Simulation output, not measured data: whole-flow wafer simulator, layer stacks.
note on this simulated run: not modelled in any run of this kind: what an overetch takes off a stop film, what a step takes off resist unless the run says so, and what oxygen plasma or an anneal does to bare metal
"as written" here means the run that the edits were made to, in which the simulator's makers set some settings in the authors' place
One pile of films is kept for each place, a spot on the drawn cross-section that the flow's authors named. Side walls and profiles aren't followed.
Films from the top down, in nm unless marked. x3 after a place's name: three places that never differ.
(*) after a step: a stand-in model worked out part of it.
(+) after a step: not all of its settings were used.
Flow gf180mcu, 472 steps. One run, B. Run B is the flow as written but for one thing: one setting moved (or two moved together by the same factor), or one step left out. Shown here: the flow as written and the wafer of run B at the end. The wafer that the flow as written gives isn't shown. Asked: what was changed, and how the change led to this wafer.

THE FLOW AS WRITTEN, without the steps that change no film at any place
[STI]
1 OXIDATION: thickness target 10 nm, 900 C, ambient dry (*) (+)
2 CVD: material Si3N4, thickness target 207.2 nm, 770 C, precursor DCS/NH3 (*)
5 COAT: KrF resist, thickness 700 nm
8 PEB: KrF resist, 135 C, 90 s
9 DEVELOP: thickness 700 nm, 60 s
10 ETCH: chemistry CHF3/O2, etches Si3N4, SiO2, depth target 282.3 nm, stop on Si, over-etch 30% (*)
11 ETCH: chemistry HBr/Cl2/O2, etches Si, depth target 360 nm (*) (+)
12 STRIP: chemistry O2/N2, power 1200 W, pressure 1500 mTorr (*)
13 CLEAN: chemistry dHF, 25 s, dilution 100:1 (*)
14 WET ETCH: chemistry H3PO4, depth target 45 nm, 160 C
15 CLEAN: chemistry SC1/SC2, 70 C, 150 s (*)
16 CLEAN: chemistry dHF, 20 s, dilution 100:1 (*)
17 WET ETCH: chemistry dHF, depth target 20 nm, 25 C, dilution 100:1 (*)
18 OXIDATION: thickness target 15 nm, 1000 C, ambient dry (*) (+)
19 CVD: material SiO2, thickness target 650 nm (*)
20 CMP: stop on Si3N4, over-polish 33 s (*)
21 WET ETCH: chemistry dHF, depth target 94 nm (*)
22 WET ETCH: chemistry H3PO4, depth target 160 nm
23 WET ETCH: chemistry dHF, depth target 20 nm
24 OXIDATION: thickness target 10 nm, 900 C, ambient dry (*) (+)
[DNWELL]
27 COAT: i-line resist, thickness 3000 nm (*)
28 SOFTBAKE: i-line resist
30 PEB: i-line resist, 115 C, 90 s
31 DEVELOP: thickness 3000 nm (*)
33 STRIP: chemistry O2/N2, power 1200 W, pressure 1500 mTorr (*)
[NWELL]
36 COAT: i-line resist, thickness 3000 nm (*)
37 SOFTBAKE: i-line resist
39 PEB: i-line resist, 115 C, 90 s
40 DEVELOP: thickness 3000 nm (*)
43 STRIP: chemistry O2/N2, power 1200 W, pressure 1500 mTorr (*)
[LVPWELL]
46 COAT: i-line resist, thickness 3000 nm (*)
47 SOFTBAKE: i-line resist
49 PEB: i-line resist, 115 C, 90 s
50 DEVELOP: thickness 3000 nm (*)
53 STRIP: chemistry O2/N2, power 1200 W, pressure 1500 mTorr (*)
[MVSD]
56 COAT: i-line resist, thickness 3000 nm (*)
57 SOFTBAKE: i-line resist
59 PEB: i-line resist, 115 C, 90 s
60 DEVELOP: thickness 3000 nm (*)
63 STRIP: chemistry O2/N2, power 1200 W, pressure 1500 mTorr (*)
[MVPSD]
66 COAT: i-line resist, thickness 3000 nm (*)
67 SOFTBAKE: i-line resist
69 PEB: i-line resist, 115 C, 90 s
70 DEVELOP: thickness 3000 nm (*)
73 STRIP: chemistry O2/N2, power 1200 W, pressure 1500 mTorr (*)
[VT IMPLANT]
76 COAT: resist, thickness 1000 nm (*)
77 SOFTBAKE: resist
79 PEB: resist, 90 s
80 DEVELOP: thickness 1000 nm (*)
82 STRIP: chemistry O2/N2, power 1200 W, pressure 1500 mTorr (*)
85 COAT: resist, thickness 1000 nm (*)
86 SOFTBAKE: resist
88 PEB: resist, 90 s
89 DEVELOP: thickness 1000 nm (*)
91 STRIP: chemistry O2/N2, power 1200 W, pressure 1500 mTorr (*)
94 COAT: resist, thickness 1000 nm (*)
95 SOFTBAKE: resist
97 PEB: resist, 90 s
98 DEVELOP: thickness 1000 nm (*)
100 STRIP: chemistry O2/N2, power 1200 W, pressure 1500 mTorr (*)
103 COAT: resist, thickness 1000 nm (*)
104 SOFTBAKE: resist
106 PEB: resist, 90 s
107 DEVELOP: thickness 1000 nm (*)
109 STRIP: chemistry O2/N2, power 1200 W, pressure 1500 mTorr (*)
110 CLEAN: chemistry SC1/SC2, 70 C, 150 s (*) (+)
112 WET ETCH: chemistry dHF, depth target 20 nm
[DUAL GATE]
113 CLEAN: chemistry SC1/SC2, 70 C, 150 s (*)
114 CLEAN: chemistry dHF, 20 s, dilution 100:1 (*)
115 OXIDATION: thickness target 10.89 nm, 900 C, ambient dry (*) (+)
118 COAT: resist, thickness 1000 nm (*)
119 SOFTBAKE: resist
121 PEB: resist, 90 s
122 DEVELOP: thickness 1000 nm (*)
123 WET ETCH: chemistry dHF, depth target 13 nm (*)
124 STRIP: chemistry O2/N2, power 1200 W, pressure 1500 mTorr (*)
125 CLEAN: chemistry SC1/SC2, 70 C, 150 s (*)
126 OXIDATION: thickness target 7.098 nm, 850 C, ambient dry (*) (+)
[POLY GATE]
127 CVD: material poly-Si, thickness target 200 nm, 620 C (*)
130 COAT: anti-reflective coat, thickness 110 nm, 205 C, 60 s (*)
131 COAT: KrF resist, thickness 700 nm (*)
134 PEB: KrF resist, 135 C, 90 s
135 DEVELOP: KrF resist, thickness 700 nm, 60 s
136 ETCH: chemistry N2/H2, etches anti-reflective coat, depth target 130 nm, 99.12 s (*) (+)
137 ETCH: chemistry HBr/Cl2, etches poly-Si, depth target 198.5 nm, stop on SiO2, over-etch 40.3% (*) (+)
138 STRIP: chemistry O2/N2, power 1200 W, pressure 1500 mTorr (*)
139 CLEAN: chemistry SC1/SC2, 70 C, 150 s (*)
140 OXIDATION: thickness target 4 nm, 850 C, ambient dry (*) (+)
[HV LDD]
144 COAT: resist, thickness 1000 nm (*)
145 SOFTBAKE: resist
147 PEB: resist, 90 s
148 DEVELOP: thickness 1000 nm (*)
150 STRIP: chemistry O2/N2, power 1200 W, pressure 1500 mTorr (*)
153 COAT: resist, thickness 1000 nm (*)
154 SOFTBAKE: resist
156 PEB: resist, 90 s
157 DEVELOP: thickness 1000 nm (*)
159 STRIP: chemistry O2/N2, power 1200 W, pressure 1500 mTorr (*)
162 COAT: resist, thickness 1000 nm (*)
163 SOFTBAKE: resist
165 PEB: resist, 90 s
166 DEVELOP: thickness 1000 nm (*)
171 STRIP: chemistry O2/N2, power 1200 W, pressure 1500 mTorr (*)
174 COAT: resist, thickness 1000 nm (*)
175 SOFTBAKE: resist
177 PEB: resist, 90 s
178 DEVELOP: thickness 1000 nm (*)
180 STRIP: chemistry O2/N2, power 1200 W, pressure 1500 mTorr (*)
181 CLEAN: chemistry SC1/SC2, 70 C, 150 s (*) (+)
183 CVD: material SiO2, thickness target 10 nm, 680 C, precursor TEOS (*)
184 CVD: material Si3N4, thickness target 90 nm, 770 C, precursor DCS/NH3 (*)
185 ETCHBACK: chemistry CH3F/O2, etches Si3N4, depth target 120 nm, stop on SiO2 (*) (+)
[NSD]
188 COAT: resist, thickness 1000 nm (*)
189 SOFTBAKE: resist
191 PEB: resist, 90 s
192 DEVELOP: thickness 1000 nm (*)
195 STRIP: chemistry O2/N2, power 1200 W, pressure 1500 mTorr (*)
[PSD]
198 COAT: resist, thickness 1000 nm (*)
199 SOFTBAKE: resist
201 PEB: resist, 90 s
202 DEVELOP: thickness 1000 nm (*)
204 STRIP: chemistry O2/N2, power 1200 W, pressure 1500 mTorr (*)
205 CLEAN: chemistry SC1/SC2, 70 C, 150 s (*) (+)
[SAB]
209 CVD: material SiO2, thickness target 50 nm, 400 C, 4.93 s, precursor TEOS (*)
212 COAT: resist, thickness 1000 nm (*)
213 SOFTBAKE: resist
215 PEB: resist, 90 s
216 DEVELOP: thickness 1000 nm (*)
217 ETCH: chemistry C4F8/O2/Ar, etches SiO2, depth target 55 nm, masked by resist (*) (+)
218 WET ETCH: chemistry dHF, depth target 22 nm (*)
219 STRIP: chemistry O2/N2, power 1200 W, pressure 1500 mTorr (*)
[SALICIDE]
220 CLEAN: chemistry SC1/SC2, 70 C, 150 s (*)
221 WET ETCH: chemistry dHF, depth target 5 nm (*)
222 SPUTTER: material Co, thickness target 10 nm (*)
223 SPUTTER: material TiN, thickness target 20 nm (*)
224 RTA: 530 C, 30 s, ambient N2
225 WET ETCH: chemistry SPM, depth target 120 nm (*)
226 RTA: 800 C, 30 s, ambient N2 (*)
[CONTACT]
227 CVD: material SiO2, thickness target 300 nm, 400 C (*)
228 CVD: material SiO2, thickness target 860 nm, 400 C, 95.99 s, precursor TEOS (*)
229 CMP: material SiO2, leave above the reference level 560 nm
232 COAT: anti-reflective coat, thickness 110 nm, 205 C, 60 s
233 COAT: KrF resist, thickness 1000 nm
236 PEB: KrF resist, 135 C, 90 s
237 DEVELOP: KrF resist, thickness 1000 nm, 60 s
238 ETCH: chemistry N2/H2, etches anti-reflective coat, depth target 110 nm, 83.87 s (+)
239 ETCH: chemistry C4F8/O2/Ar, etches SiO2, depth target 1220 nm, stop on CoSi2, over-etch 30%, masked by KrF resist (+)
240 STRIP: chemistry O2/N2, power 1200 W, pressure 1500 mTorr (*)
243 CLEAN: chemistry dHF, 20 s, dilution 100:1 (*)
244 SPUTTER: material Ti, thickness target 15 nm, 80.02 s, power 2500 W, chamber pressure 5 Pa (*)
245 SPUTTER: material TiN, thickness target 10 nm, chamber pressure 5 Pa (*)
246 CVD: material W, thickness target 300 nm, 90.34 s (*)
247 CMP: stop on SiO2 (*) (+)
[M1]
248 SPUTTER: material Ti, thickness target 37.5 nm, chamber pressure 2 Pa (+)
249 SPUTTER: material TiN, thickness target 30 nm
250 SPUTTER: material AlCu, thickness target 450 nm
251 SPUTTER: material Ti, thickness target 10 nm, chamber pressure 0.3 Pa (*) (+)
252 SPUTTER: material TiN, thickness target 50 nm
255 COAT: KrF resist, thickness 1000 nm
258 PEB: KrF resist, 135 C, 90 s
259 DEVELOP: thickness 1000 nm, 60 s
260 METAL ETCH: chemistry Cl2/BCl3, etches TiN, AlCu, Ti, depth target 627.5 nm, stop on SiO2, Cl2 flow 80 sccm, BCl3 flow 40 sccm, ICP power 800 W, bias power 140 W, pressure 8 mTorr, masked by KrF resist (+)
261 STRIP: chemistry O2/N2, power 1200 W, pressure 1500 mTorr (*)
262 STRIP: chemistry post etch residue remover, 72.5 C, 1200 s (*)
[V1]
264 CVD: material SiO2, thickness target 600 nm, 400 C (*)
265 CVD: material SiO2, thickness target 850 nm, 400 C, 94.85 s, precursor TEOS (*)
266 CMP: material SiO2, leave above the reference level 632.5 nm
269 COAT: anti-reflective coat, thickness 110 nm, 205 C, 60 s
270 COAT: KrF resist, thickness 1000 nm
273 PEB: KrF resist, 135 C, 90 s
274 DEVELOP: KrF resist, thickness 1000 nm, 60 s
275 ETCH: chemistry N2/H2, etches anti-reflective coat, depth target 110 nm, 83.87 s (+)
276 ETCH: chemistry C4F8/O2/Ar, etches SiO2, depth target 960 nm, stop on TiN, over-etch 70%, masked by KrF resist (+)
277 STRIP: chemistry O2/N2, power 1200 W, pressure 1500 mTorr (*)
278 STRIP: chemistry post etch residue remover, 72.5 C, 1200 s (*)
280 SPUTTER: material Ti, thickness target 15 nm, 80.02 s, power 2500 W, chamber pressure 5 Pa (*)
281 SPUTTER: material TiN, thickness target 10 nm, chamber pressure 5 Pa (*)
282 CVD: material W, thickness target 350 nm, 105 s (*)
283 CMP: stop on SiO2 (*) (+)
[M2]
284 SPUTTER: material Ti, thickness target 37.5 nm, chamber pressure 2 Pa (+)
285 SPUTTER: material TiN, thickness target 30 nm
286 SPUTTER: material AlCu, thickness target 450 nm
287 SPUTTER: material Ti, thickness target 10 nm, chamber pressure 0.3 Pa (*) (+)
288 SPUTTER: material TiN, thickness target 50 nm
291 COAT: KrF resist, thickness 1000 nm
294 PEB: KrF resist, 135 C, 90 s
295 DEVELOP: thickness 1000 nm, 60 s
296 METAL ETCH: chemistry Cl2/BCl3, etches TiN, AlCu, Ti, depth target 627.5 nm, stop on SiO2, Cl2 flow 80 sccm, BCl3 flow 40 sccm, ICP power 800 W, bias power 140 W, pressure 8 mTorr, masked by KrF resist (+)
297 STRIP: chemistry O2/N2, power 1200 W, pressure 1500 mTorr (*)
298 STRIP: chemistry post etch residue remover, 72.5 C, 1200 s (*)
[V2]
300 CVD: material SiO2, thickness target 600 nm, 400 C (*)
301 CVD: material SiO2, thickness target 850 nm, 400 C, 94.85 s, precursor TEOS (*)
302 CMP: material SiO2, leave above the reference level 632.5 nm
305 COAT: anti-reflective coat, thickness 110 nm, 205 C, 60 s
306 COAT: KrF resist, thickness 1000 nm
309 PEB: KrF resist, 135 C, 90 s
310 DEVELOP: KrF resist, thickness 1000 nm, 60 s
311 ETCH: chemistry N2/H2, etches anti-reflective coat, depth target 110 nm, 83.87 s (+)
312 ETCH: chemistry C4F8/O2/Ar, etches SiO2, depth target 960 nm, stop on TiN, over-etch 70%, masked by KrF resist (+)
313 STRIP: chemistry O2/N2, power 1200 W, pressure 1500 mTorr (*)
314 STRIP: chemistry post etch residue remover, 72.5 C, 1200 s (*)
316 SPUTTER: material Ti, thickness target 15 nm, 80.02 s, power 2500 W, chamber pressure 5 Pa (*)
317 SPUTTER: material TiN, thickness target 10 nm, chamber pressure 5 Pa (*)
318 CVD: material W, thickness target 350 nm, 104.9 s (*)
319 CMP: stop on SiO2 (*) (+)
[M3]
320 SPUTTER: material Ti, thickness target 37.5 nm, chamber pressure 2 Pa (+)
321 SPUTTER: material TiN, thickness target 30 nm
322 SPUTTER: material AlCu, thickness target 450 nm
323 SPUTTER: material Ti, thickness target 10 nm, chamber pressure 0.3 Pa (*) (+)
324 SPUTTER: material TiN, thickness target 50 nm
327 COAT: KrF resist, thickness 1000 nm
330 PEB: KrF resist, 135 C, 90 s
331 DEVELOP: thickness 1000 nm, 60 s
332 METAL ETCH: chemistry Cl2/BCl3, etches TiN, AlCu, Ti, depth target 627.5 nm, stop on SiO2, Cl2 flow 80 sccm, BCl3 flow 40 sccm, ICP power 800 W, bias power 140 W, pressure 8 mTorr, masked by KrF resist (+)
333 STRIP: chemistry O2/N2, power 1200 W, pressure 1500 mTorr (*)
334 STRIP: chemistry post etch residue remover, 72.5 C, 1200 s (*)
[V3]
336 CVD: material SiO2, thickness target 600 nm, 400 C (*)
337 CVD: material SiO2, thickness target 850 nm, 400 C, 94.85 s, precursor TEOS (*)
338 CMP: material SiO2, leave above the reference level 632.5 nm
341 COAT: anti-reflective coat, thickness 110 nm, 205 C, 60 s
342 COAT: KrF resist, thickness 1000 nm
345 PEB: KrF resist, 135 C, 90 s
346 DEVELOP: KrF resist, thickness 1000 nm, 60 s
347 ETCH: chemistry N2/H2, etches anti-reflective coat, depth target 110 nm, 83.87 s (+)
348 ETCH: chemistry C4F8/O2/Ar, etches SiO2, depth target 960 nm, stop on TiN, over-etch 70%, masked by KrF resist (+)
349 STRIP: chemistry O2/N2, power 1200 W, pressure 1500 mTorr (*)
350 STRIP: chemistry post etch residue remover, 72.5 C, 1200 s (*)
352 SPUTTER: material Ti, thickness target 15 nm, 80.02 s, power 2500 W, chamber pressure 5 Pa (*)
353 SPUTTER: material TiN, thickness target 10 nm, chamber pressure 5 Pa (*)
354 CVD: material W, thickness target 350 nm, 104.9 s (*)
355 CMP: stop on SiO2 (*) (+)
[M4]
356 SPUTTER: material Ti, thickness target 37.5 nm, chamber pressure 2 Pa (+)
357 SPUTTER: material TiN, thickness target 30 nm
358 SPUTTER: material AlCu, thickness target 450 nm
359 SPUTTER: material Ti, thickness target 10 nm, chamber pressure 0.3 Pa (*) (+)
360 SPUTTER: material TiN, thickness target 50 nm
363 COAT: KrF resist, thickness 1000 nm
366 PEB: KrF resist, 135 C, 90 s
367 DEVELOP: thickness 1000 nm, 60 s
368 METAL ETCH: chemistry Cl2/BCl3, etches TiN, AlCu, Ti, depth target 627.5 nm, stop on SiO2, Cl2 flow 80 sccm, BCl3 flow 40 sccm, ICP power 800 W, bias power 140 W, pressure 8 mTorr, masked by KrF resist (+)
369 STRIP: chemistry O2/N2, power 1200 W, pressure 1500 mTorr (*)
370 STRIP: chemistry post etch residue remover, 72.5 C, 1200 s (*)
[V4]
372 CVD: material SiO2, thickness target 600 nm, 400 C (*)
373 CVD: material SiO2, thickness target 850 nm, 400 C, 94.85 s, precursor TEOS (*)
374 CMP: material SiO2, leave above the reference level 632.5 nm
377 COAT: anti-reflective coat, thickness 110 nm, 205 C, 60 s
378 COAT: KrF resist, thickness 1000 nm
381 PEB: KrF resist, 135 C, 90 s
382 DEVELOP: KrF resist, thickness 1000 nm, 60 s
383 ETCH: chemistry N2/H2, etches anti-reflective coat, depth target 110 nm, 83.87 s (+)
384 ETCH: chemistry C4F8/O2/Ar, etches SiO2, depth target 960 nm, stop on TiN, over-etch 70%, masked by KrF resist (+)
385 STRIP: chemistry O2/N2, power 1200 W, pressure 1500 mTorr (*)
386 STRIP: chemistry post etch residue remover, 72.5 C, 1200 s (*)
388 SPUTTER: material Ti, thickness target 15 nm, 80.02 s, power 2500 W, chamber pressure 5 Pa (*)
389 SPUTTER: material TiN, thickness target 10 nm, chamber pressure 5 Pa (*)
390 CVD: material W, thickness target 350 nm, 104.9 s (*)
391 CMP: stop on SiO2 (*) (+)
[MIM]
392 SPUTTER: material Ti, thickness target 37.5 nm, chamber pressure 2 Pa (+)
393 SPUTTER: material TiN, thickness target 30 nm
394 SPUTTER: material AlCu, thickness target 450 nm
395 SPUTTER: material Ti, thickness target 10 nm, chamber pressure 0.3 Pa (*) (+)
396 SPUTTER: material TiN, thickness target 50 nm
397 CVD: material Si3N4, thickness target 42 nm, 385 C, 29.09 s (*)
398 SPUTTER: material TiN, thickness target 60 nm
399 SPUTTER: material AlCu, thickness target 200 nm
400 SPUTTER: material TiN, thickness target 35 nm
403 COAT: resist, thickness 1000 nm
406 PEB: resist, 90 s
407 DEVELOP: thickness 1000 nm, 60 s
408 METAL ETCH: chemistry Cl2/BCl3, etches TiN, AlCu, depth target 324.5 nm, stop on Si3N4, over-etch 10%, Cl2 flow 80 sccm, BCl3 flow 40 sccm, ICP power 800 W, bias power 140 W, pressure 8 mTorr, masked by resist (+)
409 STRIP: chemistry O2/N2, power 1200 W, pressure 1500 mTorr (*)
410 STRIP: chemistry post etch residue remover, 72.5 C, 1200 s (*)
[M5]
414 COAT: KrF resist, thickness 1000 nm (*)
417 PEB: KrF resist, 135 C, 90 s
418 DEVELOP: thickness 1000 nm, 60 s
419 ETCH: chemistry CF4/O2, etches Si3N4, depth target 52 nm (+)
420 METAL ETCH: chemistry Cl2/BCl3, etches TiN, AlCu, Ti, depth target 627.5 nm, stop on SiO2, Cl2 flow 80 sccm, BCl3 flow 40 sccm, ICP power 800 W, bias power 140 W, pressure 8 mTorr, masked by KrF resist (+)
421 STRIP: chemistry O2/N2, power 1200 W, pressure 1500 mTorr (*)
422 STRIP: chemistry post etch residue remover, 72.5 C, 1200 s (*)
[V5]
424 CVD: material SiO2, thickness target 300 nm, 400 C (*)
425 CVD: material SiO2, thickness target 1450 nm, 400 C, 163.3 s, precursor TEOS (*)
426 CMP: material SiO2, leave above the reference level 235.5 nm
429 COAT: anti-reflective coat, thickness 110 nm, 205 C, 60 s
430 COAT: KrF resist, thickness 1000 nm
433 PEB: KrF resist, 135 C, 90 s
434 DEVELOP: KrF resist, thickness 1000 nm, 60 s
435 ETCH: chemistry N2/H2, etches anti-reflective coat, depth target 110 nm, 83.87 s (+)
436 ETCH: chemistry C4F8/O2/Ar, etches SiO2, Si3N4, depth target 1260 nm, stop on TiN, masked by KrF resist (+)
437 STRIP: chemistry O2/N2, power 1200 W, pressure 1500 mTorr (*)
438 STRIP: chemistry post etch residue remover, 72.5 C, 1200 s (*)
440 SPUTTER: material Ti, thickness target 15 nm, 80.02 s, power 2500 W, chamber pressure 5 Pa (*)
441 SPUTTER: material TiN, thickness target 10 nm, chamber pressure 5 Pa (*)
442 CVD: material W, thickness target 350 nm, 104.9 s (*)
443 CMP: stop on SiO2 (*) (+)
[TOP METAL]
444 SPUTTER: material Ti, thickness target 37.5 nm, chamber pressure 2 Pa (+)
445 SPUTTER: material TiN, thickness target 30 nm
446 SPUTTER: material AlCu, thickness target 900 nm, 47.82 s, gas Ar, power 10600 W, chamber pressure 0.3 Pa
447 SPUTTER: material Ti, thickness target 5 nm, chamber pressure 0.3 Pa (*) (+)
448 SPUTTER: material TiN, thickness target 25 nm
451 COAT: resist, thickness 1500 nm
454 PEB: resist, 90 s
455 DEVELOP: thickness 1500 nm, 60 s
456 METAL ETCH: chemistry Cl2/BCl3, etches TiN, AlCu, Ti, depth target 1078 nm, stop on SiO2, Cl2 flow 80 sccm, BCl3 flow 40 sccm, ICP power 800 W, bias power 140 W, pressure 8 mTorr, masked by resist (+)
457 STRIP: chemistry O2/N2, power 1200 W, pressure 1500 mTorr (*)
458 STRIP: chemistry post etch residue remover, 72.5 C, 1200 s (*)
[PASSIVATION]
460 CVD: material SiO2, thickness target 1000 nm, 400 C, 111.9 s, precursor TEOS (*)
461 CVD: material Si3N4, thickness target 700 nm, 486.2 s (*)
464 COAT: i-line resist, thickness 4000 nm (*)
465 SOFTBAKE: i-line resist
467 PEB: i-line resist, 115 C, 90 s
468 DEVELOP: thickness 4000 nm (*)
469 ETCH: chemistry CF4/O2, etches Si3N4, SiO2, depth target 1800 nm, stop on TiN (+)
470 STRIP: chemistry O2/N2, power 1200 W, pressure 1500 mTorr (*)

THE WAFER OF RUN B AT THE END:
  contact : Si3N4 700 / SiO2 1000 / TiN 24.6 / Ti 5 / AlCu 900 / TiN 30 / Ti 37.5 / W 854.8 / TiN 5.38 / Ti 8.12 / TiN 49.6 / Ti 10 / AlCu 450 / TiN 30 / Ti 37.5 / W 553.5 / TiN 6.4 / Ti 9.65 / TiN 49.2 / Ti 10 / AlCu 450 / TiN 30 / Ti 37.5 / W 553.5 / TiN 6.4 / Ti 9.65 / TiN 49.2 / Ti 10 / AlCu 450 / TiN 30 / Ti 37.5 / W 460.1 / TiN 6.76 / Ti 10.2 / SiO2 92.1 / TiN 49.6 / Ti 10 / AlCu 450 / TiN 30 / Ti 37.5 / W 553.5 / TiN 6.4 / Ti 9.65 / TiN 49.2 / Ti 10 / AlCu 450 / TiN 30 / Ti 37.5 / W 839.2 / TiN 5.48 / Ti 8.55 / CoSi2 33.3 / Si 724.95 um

The cause: step 312, ETCH: depth target 480 nm was run, where the flow has depth target 960 nm.

How the change led to this, step by step:
  312 ETCH: chemistry C4F8/O2/Ar, etches SiO2, depth target 960 nm, stop on TiN, over-etch 70%, masked by KrF resist (+)
      contact: SiO2 -480 (as written it would be: SiO2 -572.1 (all of it))
      field, field__w1, field__w2 and 107 more: KrF resist -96 (as written it would be: KrF resist -192)
  313 STRIP: chemistry O2/N2, power 1200 W, pressure 1500 mTorr (*)
      field, field__w1, field__w2 and 107 more: KrF resist -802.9 (all of it), anti-reflective coat -110 (all of it) (as written it would be: KrF resist -706.9 (all of it), anti-reflective coat -110 (all of it))
  316 SPUTTER: material Ti, thickness target 15 nm, 80.02 s, power 2500 W, chamber pressure 5 Pa (*)
      contact: Ti +10.2 (new film) (as written it would be: Ti +9.65 (new film))
  318 CVD: material W, thickness target 350 nm, 104.9 s (*)
      contact: W +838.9 (new film) (as written it would be: W +932.3 (new film))
Counting metal films that touch as one body, contact has 2 bodies (between them, from the top down: SiO2 92.1); the flow as written gives 1 body.
